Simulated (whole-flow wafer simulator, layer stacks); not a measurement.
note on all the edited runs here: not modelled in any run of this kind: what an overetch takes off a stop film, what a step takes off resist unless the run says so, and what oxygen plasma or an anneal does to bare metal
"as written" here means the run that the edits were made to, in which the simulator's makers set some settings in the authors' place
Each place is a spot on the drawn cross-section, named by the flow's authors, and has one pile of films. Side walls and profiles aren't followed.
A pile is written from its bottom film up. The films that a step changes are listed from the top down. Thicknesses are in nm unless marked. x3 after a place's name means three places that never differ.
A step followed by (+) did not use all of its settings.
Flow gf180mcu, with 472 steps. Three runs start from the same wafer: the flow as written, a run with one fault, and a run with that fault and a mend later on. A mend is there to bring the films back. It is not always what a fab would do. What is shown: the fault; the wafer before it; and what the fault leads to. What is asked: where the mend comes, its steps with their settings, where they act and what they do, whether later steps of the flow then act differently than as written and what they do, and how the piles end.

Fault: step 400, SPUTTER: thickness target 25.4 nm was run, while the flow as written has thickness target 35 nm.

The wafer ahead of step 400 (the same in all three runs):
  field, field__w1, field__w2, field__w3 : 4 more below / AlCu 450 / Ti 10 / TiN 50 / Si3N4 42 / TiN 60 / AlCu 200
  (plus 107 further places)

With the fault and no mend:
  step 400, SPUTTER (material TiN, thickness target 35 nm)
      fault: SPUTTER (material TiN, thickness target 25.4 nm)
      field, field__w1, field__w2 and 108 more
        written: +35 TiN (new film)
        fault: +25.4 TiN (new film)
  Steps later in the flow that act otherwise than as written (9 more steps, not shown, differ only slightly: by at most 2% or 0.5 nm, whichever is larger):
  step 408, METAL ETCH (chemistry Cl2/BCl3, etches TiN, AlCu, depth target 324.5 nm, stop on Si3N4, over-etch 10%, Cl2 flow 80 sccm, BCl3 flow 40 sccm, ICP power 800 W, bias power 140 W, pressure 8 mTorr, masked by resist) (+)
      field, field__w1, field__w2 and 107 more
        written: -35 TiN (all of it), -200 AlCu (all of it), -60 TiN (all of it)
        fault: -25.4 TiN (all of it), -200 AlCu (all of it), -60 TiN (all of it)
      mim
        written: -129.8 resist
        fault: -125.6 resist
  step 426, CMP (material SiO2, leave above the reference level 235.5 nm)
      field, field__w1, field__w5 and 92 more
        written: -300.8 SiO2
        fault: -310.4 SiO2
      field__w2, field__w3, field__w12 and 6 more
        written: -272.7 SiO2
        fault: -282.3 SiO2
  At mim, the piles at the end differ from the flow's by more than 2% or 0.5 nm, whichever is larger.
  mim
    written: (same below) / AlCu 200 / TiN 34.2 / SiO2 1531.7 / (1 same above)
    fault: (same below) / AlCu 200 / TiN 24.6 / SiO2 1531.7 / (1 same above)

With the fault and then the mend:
  The mend follows step 400.
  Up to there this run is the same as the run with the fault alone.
  step 400a, SPUTTER (material TiN, thickness target 9.6 nm) (a further turn of the flow's step 400, with different settings)
      field, field__w1, field__w2 and 108 more
        +9.6 TiN
  None of the later steps of the flow acts differently than as written at any place that is followed.
  By the end, the piles equal the flow's at every place that both follow.
